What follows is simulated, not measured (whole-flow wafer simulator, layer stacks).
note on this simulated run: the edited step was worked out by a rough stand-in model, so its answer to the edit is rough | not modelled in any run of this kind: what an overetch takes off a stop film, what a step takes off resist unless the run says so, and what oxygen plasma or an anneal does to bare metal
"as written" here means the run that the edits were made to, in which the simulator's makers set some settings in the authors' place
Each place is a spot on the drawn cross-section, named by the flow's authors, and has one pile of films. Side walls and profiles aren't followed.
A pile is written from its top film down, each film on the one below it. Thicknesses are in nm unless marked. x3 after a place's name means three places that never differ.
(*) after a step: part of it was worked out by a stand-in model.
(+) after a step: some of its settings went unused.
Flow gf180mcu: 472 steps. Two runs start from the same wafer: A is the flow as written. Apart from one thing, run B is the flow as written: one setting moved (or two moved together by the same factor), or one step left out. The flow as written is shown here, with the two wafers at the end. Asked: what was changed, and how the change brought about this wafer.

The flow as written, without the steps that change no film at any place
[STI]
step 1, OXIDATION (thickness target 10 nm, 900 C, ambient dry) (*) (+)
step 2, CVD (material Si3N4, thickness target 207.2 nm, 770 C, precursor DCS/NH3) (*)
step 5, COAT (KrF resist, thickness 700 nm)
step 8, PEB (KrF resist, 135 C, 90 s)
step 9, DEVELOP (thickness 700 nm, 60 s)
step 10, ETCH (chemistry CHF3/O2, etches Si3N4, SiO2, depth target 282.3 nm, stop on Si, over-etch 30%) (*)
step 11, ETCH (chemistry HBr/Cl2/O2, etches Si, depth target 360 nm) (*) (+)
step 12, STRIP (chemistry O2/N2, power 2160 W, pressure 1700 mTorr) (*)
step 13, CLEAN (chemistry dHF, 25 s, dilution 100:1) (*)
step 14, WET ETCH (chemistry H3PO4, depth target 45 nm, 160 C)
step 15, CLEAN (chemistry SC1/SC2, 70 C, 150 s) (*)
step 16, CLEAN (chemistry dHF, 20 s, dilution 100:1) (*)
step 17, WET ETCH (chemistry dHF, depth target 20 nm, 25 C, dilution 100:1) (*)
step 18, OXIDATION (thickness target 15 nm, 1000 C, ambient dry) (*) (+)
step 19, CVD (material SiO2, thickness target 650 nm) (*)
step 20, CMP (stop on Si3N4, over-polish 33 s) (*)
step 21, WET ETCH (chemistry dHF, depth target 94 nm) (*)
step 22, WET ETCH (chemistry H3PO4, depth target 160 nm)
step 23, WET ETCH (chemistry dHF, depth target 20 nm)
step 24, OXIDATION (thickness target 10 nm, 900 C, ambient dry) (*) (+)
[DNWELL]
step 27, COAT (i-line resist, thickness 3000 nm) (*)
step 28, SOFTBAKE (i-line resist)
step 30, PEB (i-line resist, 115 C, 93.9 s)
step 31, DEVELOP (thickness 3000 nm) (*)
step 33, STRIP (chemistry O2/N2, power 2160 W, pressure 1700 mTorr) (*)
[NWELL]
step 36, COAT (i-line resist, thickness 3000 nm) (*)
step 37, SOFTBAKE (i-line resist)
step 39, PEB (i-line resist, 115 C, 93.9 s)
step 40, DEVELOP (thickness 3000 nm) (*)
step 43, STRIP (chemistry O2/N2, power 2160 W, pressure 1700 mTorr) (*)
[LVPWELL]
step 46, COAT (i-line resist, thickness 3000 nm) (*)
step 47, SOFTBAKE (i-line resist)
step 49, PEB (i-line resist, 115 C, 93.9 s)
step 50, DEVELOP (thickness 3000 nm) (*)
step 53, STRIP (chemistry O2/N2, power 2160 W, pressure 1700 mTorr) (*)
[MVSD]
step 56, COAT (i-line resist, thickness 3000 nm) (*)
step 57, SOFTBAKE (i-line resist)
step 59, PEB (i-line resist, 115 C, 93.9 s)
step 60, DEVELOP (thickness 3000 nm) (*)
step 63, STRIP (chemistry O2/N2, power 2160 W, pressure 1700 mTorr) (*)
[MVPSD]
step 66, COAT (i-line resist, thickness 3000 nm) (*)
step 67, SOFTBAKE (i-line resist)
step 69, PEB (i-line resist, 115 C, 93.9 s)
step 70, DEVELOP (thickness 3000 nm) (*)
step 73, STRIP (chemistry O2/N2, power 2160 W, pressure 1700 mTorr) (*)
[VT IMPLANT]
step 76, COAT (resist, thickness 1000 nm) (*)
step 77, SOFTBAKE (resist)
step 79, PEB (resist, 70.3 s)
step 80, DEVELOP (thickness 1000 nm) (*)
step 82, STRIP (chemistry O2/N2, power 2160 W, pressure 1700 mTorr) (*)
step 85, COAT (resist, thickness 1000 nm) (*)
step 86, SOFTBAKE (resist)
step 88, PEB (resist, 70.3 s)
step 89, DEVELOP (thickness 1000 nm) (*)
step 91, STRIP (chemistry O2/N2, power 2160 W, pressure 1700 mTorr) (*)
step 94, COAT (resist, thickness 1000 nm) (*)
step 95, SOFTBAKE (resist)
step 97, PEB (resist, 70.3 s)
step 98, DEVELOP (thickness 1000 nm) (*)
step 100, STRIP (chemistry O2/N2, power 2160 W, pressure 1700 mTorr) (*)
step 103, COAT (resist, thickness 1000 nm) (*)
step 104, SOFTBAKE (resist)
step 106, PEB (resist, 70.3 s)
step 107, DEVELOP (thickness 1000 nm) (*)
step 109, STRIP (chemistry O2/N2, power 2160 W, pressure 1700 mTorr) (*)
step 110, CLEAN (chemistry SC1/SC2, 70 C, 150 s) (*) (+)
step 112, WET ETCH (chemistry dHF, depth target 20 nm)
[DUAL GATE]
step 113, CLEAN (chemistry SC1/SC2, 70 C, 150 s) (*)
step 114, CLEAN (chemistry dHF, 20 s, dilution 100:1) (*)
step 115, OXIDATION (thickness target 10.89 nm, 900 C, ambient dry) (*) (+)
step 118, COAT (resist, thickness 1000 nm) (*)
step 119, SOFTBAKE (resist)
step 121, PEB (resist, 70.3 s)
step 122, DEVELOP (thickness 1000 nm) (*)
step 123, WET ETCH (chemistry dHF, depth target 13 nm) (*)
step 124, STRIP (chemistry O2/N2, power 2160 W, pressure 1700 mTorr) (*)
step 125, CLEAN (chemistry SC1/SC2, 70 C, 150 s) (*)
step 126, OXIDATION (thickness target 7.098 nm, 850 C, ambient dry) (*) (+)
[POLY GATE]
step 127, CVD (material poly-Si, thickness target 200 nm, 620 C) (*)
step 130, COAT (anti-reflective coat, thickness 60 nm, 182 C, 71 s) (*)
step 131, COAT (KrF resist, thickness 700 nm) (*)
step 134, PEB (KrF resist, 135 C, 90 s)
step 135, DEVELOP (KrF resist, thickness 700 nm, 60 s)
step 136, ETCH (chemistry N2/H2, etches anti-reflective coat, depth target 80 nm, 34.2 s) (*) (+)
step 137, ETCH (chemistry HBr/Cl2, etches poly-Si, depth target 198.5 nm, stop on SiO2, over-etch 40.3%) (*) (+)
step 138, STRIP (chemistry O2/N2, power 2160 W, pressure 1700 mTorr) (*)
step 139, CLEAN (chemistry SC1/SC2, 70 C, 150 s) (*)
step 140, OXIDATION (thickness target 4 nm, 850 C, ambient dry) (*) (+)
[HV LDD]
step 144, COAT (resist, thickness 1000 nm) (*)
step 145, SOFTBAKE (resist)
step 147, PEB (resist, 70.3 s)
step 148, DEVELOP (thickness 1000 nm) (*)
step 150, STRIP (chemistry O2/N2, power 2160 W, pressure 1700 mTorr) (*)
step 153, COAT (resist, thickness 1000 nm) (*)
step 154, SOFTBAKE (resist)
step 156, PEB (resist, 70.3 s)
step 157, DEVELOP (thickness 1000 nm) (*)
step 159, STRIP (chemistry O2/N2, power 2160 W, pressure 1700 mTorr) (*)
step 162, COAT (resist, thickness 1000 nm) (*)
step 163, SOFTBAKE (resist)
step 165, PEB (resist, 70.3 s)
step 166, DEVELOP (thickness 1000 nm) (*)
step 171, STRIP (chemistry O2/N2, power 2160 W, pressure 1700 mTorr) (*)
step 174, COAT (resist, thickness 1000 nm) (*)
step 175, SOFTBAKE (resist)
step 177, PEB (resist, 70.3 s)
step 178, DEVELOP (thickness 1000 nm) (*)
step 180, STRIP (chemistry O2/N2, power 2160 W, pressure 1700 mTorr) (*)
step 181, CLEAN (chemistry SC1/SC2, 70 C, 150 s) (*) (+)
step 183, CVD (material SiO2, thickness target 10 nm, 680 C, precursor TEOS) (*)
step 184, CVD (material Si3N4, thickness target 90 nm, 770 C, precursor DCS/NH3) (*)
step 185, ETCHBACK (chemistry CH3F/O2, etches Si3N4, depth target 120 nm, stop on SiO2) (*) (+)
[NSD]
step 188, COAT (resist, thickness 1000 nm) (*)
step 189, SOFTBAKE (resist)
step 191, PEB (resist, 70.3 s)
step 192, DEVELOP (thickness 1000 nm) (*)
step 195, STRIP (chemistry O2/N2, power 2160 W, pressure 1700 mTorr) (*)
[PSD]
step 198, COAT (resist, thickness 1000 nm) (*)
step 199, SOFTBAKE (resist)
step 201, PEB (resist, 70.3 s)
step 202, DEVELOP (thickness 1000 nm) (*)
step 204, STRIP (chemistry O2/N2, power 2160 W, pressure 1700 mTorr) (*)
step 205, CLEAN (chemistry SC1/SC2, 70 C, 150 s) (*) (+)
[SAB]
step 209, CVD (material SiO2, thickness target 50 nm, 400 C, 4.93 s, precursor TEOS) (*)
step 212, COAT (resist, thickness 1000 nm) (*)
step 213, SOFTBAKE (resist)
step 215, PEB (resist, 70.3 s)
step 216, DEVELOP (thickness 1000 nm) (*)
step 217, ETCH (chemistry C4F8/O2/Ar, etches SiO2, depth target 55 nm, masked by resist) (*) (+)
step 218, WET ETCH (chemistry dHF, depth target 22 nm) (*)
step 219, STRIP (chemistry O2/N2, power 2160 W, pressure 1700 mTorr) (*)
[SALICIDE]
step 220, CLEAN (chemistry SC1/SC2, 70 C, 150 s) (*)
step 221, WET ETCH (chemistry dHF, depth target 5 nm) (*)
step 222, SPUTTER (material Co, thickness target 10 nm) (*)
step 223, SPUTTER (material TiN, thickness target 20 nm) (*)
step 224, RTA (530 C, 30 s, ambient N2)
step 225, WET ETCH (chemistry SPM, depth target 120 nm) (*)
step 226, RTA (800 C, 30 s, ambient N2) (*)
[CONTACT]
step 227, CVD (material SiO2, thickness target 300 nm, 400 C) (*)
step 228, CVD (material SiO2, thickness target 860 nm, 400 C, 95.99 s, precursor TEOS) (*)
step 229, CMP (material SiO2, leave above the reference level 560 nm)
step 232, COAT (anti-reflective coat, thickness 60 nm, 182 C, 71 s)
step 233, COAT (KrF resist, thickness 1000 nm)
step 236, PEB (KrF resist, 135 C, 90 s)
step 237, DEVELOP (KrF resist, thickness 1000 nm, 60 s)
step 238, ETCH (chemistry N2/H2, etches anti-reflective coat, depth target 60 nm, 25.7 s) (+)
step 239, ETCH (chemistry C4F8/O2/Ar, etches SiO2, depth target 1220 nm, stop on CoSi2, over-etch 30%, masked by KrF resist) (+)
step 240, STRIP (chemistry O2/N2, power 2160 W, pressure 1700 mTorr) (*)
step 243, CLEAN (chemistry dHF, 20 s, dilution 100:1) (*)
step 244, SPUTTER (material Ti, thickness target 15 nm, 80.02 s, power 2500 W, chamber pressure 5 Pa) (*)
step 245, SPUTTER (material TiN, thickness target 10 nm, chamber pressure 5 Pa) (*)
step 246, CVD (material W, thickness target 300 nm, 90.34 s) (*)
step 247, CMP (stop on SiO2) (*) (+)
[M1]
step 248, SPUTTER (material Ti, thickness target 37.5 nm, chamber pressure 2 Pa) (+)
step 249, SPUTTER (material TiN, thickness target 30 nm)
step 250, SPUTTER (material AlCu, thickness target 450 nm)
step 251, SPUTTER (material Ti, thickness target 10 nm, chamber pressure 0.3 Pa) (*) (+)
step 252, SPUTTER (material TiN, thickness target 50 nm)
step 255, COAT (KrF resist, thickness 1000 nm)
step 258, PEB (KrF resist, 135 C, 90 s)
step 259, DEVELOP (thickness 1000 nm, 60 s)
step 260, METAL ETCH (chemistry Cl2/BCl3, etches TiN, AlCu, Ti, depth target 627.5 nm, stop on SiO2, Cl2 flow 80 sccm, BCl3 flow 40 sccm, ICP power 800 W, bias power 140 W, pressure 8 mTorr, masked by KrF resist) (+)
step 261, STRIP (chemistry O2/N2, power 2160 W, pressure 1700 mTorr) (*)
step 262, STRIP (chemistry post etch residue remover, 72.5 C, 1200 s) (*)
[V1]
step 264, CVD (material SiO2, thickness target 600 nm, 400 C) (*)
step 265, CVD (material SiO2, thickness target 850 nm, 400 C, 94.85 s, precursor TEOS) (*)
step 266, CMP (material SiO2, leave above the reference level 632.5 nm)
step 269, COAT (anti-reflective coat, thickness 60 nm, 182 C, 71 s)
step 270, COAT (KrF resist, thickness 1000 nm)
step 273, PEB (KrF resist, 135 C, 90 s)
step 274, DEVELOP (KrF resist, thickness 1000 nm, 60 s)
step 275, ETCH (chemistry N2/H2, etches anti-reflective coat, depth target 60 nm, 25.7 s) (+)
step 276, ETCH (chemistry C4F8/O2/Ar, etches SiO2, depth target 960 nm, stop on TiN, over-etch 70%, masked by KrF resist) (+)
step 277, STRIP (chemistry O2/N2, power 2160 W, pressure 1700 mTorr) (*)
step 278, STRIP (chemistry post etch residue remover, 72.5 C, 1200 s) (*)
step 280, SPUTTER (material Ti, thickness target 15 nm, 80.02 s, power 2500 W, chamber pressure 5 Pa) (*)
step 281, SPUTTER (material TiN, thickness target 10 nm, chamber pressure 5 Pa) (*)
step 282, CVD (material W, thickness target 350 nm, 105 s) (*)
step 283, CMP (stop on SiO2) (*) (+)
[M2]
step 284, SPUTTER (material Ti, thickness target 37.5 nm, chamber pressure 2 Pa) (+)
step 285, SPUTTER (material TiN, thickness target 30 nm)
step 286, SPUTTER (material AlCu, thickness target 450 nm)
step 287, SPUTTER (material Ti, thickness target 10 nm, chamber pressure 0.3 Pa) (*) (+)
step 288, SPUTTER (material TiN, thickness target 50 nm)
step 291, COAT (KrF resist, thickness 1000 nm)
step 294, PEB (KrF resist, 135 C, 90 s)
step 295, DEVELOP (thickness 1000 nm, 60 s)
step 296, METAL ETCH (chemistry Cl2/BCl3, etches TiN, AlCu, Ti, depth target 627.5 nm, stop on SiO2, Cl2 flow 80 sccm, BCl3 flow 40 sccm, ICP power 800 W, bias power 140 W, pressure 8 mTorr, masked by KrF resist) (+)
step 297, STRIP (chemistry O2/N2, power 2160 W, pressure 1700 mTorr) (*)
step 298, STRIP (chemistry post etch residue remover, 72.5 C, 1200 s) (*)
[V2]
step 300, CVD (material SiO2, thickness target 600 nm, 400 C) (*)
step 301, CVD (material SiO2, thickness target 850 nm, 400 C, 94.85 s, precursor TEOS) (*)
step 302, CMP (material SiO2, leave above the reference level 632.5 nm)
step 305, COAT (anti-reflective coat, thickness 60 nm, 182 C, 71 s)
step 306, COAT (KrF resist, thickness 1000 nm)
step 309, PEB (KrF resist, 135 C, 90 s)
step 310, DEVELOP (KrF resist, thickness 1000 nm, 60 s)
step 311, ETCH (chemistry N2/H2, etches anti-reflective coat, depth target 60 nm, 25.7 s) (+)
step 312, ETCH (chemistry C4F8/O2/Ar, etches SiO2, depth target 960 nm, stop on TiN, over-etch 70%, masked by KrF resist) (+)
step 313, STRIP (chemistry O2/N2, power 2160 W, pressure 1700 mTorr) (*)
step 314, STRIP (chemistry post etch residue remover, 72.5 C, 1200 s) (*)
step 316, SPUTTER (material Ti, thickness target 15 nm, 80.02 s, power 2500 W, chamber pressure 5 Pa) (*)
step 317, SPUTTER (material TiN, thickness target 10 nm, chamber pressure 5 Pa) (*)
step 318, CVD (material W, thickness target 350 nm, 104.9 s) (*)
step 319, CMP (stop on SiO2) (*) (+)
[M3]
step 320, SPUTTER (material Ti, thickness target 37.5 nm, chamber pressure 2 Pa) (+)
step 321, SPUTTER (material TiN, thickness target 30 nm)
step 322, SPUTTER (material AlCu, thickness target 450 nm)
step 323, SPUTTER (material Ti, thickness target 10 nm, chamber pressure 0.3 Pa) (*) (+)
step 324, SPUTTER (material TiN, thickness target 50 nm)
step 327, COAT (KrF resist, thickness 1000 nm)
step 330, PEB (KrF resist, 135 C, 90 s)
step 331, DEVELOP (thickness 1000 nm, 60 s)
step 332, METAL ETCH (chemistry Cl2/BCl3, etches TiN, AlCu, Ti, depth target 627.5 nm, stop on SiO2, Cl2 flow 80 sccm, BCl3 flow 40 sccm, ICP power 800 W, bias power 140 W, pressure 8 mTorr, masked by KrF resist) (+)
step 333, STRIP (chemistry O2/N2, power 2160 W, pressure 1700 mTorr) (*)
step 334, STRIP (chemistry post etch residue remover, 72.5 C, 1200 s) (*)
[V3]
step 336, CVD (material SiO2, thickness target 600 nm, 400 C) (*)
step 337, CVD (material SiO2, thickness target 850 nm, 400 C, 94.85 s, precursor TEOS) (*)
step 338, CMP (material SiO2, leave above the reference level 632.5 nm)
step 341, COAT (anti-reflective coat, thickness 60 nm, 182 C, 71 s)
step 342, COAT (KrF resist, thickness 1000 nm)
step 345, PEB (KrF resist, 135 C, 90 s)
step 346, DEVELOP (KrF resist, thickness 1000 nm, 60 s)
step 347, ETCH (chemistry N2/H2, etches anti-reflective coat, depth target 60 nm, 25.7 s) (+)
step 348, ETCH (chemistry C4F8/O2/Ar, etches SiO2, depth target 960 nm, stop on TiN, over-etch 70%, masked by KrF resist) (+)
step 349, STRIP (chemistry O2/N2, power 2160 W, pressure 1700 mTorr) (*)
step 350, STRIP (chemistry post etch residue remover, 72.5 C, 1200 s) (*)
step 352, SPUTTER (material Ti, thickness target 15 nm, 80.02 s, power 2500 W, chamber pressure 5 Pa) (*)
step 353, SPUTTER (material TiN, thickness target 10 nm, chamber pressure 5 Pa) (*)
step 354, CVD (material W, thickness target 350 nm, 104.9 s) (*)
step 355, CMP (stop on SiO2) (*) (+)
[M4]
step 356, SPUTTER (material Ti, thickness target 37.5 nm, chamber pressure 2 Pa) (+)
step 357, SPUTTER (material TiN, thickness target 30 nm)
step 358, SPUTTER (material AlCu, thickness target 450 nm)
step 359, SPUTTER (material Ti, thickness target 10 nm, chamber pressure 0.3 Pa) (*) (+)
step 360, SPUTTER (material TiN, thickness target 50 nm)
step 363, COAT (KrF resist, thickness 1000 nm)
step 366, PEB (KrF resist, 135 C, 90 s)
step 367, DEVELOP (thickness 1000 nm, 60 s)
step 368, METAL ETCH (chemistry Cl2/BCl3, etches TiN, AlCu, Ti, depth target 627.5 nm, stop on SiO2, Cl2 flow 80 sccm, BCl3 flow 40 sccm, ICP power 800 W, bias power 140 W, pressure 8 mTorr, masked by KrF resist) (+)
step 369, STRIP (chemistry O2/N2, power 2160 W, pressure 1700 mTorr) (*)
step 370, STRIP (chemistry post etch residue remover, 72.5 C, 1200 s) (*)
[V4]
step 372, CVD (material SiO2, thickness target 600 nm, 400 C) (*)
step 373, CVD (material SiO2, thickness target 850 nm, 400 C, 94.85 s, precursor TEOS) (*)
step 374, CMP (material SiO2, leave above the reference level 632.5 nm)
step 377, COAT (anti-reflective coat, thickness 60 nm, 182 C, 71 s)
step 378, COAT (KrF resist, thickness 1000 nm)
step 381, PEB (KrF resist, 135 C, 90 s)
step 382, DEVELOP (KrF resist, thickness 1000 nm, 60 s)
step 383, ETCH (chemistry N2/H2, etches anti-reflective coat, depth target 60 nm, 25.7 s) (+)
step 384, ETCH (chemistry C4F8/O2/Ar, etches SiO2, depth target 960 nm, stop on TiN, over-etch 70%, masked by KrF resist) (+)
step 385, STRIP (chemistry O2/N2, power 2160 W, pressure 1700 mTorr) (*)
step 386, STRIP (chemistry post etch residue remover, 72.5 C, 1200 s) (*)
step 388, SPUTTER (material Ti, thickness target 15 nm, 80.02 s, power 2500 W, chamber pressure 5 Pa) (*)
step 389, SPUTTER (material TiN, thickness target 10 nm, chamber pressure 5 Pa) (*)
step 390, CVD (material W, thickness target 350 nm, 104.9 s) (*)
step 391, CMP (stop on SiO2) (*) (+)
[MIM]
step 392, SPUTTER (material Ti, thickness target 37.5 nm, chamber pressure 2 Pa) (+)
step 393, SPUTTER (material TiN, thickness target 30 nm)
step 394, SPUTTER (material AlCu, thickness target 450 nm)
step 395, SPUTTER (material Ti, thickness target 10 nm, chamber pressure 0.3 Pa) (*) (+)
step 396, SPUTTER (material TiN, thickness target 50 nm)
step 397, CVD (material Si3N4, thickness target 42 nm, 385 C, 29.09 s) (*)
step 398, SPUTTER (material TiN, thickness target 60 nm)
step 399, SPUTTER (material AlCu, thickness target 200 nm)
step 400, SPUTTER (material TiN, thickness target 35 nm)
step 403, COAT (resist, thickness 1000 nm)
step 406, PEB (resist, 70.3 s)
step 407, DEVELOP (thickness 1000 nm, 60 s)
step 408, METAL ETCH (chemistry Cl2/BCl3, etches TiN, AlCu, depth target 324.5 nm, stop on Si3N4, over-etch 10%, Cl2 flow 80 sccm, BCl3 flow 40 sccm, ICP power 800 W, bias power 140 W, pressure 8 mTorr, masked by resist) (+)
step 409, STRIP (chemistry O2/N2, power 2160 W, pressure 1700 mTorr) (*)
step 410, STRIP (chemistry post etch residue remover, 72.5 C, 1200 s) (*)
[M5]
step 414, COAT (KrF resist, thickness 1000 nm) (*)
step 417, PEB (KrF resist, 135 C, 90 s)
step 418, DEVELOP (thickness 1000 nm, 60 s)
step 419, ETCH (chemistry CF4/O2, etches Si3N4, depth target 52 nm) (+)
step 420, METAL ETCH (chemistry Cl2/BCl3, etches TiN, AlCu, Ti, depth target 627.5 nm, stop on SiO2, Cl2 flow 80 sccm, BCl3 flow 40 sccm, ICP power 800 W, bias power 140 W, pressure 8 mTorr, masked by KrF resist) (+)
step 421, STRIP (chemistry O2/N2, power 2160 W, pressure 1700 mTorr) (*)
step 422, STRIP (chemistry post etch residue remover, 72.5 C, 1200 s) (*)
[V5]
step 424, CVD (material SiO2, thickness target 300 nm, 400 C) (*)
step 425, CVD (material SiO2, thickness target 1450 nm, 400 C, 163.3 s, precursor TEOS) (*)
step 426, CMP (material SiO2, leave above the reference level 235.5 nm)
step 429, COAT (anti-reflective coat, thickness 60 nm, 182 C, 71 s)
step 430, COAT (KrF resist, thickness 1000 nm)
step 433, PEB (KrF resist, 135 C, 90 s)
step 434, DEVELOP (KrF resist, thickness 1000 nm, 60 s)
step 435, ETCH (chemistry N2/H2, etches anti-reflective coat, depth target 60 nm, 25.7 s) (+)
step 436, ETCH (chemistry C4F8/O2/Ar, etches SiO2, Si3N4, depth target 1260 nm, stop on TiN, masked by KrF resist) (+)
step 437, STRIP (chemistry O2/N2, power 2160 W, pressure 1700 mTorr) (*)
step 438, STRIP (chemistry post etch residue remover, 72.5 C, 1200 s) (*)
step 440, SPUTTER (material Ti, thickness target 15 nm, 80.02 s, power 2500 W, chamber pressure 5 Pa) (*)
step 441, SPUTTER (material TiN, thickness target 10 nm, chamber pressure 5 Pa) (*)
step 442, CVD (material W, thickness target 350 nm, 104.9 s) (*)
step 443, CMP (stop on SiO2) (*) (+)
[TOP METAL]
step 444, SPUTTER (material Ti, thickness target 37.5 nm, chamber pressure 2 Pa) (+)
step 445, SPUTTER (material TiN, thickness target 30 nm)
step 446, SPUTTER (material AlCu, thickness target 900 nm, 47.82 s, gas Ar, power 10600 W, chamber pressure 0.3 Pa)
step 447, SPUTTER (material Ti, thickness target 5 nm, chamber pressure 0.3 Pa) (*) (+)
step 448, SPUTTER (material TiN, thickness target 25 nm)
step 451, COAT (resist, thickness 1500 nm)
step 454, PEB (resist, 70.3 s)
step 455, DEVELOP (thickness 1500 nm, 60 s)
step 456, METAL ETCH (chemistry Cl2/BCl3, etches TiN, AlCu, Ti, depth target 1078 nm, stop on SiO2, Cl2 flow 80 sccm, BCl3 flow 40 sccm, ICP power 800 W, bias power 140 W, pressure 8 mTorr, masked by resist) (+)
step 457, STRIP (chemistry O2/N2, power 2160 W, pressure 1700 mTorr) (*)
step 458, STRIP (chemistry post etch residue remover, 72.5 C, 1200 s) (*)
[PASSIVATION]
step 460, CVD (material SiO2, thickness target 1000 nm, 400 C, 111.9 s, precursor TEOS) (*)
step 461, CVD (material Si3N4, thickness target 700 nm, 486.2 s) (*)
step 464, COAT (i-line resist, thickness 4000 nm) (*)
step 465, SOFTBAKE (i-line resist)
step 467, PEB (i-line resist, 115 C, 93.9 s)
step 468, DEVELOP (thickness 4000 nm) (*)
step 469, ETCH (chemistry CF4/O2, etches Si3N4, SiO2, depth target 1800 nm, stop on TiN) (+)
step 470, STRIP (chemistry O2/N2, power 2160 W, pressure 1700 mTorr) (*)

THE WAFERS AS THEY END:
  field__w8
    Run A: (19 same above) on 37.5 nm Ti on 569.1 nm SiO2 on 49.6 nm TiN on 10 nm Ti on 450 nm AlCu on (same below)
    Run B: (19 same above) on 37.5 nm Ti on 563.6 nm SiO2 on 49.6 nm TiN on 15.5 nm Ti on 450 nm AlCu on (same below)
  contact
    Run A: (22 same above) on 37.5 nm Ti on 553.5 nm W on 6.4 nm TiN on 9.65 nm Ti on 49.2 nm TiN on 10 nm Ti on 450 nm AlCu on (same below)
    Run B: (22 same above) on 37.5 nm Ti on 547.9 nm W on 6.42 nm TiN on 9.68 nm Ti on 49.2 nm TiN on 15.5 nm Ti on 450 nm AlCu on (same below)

Cause: step 323, SPUTTER: thickness target 15.5 nm was run, though the flow has thickness target 10 nm.
The wafer lets one read it off: field__w8 has Ti 15.5, and step 323 as written asks for 10 nm.

How this came from the change, step by step:
  step 323, SPUTTER (material Ti, thickness target 10 nm, chamber pressure 0.3 Pa) (*) (+)
      field, field__w1, field__w2 and 108 more: A +10 Ti (new film) | B +15.5 Ti (new film)
  step 332, METAL ETCH (chemistry Cl2/BCl3, etches TiN, AlCu, Ti, depth target 627.5 nm, stop on SiO2, Cl2 flow 80 sccm, BCl3 flow 40 sccm, ICP power 800 W, bias power 140 W, pressure 8 mTorr, masked by KrF resist) (+)
      field, field__w1, field__w2 and 103 more: A -50 TiN (all of it), -10 Ti (all of it), -450 AlCu (all of it), -30 TiN (all of it), -37.5 Ti (all of it) | B -50 TiN (all of it), -15.5 Ti (all of it), -450 AlCu (all of it), -30 TiN (all of it), -37.5 Ti (all of it)
